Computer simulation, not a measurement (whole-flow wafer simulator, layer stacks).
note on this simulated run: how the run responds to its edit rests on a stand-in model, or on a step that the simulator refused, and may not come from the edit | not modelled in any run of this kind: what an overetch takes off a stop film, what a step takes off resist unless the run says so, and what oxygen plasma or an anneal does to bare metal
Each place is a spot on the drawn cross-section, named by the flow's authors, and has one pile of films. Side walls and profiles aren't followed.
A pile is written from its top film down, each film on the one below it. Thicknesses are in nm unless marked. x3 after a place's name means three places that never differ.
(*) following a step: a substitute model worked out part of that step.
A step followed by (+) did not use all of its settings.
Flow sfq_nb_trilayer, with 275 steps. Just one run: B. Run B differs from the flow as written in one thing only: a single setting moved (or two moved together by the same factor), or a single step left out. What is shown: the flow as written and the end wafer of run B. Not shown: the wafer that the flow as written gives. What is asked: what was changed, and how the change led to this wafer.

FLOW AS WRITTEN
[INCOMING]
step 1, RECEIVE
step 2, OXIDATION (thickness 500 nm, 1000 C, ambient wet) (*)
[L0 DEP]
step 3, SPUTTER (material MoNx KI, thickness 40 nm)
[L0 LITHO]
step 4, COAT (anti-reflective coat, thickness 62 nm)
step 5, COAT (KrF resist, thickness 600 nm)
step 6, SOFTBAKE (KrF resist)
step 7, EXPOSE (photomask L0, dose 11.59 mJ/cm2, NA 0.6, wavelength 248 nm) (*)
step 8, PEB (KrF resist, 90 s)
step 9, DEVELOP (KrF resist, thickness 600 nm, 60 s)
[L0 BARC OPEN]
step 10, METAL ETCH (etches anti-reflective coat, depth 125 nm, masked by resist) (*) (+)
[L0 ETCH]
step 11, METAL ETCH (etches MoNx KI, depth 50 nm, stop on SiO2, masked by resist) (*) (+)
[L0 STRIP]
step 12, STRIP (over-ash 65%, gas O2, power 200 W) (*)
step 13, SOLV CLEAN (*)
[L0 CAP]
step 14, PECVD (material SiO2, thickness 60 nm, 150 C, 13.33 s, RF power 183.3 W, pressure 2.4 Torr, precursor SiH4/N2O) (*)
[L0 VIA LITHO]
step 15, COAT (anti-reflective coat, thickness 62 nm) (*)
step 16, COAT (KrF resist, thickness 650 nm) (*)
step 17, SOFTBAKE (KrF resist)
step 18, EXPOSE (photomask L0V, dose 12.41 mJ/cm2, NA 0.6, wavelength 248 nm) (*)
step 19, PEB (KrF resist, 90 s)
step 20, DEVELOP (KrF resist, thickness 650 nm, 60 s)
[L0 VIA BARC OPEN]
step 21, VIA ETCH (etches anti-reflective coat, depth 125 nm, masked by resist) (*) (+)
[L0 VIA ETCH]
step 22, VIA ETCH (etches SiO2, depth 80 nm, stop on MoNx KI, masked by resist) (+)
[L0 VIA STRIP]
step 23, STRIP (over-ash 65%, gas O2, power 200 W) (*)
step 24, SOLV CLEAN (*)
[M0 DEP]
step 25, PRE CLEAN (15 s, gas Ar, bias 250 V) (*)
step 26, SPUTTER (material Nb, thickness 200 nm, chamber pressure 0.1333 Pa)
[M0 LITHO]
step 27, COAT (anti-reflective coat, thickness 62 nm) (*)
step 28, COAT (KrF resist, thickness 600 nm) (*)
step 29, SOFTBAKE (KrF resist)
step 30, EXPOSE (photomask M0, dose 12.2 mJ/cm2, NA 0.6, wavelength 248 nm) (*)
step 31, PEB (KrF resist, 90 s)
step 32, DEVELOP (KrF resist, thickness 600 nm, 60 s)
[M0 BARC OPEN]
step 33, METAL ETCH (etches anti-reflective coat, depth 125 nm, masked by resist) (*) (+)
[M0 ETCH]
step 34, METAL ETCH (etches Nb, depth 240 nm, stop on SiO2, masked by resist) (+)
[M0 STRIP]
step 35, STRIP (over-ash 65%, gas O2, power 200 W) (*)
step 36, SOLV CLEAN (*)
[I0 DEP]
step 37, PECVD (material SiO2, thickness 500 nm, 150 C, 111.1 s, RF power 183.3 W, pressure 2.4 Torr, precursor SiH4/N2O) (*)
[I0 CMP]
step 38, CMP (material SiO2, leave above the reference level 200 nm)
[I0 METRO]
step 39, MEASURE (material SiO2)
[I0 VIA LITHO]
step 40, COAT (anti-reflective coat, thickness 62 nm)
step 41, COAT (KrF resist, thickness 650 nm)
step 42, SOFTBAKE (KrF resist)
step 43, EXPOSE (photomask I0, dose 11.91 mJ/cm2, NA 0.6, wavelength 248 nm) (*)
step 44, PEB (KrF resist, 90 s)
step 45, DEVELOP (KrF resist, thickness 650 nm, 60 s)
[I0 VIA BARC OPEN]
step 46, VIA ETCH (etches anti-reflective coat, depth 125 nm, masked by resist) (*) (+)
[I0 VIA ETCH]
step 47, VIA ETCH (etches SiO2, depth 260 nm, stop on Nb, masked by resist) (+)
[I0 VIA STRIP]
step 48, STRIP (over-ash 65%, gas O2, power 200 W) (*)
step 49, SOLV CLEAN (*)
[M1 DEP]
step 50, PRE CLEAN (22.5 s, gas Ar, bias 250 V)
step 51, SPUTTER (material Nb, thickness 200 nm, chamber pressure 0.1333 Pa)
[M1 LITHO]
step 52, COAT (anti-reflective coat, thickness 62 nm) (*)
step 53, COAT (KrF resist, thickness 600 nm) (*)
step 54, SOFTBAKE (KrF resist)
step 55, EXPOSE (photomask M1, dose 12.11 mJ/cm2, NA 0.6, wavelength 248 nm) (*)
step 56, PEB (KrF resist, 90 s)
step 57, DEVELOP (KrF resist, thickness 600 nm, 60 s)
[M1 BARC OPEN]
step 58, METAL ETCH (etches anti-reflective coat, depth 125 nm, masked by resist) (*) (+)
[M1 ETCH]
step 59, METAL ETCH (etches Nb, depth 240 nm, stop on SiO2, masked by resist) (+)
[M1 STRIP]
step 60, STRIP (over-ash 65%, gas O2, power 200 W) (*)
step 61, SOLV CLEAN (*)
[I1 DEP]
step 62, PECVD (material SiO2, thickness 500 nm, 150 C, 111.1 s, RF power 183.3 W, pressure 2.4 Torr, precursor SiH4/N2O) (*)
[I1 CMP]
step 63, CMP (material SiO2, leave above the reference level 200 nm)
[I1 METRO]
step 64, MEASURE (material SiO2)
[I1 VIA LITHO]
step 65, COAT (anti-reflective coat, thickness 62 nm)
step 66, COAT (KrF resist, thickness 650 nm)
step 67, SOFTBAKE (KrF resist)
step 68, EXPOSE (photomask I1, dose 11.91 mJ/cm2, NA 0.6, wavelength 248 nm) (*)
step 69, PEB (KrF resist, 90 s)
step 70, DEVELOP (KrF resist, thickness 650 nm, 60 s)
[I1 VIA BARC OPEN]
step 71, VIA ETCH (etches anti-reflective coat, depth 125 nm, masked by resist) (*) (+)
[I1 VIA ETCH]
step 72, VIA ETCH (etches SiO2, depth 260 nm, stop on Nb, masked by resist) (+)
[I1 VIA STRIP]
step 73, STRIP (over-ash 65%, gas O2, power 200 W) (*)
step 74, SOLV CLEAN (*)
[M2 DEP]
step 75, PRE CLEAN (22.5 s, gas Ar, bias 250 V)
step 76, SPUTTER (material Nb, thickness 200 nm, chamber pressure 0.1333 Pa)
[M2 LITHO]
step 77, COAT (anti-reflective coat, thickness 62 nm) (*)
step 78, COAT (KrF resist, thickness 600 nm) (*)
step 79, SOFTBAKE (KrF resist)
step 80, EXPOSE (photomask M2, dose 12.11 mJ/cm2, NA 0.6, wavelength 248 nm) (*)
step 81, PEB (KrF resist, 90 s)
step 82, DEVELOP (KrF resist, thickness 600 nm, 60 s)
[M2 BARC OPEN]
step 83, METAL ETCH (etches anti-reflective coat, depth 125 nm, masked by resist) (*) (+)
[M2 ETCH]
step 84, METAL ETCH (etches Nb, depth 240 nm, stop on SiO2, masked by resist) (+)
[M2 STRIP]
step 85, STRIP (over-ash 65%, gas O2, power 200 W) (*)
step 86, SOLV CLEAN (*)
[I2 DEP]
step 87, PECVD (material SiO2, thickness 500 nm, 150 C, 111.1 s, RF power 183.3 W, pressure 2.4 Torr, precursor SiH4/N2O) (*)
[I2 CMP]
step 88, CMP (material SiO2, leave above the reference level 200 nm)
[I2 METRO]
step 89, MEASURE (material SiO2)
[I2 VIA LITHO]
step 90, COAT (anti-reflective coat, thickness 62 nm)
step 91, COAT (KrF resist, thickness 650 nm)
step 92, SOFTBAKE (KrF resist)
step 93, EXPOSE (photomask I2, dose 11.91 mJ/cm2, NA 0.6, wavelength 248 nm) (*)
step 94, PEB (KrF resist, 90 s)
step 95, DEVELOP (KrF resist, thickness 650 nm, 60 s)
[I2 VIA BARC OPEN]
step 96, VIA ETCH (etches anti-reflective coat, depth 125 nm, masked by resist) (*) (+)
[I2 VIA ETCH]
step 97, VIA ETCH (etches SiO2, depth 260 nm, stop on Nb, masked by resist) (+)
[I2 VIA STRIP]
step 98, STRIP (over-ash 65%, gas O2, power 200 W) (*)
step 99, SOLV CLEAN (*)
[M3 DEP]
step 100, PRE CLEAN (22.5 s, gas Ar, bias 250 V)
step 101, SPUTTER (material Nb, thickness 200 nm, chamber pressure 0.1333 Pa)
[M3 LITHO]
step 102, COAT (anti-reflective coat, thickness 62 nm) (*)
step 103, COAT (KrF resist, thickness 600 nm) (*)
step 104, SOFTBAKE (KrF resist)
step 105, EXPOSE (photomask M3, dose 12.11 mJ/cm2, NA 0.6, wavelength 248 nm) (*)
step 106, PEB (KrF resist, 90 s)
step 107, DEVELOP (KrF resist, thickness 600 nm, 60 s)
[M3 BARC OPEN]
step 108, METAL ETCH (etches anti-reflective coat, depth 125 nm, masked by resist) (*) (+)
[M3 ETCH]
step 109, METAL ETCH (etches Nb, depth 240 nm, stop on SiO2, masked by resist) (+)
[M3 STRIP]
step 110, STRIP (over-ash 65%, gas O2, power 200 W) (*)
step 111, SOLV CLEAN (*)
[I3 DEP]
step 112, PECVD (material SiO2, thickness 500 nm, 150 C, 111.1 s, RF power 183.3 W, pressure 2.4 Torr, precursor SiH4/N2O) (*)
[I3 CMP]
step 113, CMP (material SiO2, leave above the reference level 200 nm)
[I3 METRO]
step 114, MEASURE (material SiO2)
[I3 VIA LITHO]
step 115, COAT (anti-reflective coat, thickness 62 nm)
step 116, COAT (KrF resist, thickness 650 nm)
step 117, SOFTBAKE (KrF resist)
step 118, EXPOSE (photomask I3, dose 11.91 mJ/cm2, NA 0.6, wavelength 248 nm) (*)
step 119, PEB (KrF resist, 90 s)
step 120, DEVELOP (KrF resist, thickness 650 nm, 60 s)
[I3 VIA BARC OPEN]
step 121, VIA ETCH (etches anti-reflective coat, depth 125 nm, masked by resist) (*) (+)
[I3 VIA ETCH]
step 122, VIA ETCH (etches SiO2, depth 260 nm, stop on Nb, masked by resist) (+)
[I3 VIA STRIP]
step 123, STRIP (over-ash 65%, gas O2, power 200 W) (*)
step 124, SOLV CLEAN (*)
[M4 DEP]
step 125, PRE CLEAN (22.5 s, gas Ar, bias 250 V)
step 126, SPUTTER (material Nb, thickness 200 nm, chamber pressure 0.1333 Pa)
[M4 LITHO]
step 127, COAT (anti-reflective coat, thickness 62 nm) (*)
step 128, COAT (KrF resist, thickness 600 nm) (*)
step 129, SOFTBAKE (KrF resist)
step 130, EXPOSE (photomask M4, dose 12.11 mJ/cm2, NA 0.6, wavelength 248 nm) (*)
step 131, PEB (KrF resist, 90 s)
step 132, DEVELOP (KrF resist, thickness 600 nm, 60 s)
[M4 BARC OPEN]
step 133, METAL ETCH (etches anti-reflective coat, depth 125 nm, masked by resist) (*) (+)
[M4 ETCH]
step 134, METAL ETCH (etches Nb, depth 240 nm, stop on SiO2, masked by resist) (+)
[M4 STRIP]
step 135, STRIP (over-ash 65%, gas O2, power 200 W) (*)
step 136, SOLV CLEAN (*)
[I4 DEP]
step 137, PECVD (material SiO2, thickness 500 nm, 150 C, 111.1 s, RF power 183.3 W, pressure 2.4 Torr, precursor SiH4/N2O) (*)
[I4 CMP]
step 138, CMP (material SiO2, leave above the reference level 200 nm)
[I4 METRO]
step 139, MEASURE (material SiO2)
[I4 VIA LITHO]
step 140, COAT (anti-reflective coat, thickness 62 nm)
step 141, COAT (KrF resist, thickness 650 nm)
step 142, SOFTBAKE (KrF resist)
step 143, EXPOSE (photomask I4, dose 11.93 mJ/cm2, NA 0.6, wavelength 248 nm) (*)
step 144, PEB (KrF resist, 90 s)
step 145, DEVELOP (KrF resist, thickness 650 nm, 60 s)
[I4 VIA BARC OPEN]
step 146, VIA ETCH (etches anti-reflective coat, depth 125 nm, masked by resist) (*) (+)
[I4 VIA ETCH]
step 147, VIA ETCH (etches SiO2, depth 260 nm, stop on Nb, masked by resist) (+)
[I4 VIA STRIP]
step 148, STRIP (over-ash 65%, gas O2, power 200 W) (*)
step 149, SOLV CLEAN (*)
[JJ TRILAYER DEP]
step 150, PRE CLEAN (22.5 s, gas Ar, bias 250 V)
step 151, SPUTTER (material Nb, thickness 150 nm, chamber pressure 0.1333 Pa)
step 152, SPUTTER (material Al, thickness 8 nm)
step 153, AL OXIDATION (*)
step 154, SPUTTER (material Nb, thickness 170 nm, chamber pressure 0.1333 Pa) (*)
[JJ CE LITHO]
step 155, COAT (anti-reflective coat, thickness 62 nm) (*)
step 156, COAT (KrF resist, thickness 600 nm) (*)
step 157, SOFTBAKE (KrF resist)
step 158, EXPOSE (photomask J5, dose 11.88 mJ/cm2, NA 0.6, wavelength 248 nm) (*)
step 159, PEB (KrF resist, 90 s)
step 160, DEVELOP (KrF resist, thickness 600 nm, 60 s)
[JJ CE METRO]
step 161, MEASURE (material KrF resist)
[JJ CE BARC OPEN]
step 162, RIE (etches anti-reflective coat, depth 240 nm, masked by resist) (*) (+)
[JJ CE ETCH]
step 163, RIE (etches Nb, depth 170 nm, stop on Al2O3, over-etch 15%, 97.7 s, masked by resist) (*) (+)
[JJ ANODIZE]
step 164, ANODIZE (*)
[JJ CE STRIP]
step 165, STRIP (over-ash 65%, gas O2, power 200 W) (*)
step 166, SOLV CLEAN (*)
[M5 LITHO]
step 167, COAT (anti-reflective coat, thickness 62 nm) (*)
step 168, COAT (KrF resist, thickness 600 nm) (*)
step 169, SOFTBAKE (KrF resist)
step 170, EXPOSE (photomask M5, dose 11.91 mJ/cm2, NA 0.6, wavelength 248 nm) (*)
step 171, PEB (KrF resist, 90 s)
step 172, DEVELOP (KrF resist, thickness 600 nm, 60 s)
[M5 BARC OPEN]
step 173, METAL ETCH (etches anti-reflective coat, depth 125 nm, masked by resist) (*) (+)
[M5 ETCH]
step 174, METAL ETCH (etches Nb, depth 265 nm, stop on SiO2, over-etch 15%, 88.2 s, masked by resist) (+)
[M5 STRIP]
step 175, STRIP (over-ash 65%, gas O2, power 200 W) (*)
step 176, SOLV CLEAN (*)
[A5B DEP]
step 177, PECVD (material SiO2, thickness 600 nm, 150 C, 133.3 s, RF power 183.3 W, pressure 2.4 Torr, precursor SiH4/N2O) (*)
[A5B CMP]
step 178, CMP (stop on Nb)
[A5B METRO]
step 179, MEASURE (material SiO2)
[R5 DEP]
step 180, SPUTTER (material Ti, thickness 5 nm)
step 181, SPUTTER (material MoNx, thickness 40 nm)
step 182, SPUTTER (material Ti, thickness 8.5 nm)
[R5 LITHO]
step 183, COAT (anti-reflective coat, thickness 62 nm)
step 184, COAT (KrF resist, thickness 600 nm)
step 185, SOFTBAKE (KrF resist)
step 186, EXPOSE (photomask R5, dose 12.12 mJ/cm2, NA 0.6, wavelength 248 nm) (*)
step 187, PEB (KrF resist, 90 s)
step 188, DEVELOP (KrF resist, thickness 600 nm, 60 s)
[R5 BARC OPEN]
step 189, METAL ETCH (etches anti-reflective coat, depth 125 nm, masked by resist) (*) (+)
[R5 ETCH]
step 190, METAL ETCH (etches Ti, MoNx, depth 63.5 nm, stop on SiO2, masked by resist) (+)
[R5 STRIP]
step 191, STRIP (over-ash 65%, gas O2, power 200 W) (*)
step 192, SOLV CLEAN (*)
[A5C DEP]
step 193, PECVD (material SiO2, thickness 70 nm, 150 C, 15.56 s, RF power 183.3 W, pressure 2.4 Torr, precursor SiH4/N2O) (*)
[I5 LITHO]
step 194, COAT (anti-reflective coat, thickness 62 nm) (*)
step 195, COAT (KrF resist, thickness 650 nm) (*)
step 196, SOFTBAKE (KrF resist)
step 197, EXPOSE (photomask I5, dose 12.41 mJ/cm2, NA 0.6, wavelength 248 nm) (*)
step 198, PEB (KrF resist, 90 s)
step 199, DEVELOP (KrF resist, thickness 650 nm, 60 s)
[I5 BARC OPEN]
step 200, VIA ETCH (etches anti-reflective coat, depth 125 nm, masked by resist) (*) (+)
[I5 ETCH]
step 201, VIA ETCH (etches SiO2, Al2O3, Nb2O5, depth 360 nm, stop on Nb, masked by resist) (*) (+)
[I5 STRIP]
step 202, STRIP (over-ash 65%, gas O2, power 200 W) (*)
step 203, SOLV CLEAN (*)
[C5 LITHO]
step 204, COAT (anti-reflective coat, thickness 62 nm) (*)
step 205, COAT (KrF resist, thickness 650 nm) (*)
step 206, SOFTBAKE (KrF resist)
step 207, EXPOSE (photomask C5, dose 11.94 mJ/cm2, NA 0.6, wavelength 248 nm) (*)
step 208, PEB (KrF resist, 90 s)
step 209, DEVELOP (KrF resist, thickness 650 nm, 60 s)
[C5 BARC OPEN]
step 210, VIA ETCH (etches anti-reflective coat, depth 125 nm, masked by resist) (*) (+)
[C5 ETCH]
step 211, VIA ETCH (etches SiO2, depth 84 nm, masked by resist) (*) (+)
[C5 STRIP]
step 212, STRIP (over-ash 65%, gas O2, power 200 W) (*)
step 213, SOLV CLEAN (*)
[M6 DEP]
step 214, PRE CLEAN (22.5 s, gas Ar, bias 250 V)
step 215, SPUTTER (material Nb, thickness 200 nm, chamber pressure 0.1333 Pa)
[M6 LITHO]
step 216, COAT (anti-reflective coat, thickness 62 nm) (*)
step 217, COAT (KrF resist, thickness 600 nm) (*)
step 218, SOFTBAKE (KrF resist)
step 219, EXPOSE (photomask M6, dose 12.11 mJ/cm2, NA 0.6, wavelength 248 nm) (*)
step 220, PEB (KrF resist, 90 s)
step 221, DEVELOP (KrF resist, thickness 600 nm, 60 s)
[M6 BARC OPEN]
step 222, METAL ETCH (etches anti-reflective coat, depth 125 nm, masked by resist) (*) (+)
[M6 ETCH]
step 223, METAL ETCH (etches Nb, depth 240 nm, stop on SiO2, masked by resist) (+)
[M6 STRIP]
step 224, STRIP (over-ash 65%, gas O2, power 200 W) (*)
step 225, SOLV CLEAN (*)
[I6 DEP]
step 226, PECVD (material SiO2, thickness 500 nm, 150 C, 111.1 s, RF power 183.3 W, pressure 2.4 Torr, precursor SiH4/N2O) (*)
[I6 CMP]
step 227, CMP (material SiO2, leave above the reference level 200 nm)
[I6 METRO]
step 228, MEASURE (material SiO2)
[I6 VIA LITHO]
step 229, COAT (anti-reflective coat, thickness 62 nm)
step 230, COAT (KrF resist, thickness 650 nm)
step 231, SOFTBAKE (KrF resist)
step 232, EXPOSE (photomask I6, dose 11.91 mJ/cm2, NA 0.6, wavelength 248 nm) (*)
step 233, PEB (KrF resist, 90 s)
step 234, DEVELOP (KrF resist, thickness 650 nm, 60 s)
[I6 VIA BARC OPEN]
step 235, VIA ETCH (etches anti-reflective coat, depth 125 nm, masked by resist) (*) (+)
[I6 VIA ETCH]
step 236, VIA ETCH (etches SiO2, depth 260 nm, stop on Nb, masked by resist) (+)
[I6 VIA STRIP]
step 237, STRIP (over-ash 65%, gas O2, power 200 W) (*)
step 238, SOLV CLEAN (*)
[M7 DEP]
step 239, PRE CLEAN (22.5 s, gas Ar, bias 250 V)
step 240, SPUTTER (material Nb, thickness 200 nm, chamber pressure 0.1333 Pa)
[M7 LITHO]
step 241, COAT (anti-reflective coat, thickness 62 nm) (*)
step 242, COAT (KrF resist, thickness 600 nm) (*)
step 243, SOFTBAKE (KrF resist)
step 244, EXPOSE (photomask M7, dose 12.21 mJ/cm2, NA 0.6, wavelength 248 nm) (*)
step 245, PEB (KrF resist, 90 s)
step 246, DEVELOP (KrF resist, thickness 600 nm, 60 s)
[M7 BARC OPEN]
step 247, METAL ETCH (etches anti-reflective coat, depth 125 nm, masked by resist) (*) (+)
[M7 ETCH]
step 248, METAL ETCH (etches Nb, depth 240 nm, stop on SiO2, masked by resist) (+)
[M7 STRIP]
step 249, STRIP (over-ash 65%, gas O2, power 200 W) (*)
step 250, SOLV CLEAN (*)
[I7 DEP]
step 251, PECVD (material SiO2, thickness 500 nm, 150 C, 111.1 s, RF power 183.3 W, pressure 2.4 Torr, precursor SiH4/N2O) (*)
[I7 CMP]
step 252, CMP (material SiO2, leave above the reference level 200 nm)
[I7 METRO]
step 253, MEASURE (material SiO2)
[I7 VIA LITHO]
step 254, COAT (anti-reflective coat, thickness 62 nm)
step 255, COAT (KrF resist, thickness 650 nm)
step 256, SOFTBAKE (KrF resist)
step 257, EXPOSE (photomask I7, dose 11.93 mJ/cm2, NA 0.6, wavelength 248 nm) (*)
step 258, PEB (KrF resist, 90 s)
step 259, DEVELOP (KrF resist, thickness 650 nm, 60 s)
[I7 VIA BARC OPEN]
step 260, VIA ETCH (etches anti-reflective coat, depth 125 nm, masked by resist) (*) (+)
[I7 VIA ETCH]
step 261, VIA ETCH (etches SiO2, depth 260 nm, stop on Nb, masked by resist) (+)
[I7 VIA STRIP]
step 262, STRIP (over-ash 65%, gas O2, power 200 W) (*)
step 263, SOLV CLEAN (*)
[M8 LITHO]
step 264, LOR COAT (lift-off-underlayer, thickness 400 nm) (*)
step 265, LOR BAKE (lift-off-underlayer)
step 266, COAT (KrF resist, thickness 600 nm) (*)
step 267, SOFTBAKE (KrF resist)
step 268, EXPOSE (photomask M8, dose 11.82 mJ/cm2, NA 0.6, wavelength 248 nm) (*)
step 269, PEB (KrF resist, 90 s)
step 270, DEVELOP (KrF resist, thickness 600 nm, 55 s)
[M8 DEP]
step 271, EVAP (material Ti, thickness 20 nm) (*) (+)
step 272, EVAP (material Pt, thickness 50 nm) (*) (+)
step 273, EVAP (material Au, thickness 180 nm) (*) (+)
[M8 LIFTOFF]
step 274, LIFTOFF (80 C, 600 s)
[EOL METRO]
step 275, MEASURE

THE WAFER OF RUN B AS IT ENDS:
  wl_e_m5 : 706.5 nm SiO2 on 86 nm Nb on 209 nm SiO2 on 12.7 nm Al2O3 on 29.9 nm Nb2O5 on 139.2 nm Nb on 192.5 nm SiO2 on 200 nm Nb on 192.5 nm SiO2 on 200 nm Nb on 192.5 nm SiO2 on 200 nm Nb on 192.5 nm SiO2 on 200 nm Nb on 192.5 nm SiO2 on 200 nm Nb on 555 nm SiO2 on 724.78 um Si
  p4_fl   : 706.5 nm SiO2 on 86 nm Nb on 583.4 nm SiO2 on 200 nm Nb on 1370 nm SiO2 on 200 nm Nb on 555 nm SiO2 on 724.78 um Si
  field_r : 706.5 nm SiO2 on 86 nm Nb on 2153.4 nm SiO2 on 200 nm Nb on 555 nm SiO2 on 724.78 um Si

What caused this: step 223, METAL ETCH: depth 114 nm was run, while the flow as written has depth 240 nm.

How this came from the change, step by step:
  step 223, METAL ETCH (etches Nb, depth 240 nm, stop on SiO2, masked by resist) (+)
      field_l, gap, moat and 76 more: Nb loses 114 (it would be, as written: Nb loses 200 (all of it))
      v_sur, via_wl, via_w and 24 more: KrF resist loses 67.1 (it would be, as written: KrF resist loses 141.2)
  step 224, STRIP (over-ash 65%, gas O2, power 200 W) (*)
      wl_j_sl, wl_j_sr: KrF resist loses 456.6 (all of it), anti-reflective coat loses 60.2 (all of it) (it would be, as written: KrF resist loses 382.5 (all of it), anti-reflective coat loses 60.2 (all of it))
      wl_c_m6, wl_f_m6: KrF resist loses 456.4 (all of it), anti-reflective coat loses 62 (all of it) (it would be, as written: KrF resist loses 382.3 (all of it), anti-reflective coat loses 62 (all of it))
      (as well as at 23 more places)
  step 226, PECVD (material SiO2, thickness 500 nm, 150 C, 111.1 s, RF power 183.3 W, pressure 2.4 Torr, precursor SiH4/N2O) (*)
      field_l, p4_fl, p4_fm and 62 more: SiO2 gains 500 (new film) (it would be, as written: SiO2 gains 500)
      moat, field_r, lsp_l, ln_m5, lsp_m: SiO2 gains 500 (new film) (it would be, as written: SiO2 gains 493.6)
      (as well as at 9 more places)
  step 227, CMP (material SiO2, leave above the reference level 200 nm)
      field_l, p4_fl, p4_fm and 59 more: SiO2 loses 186 (it would be, as written: SiO2 loses 100)
      moat, field_r, lsp_l, ln_m5, lsp_m: SiO2 loses 186 (it would be, as written: SiO2 loses 93.6)
      (as well as at 12 more places)
Taking metal films that touch as one body, wl_e_m5 has 7 bodies (between them, from the top down: SiO2 209 / Al2O3 12.7 / Nb2O5 29.9; SiO2 192.5; SiO2 192.5; SiO2 192.5; SiO2 192.5; SiO2 192.5); the flow as written gives 6 bodies (between them, from the top down: SiO2 192.5; SiO2 192.5; SiO2 192.5; SiO2 192.5; SiO2 192.5).
Taking metal films that touch as one body, p4_fl has 3 bodies (between them, from the top down: SiO2 583.4; SiO2 1370); the flow as written gives 2 bodies (between them, from the top down: SiO2 1370).
Taking metal films that touch as one body, field_r has 2 bodies (between them, from the top down: SiO2 2153.4); the flow as written gives 1 body.
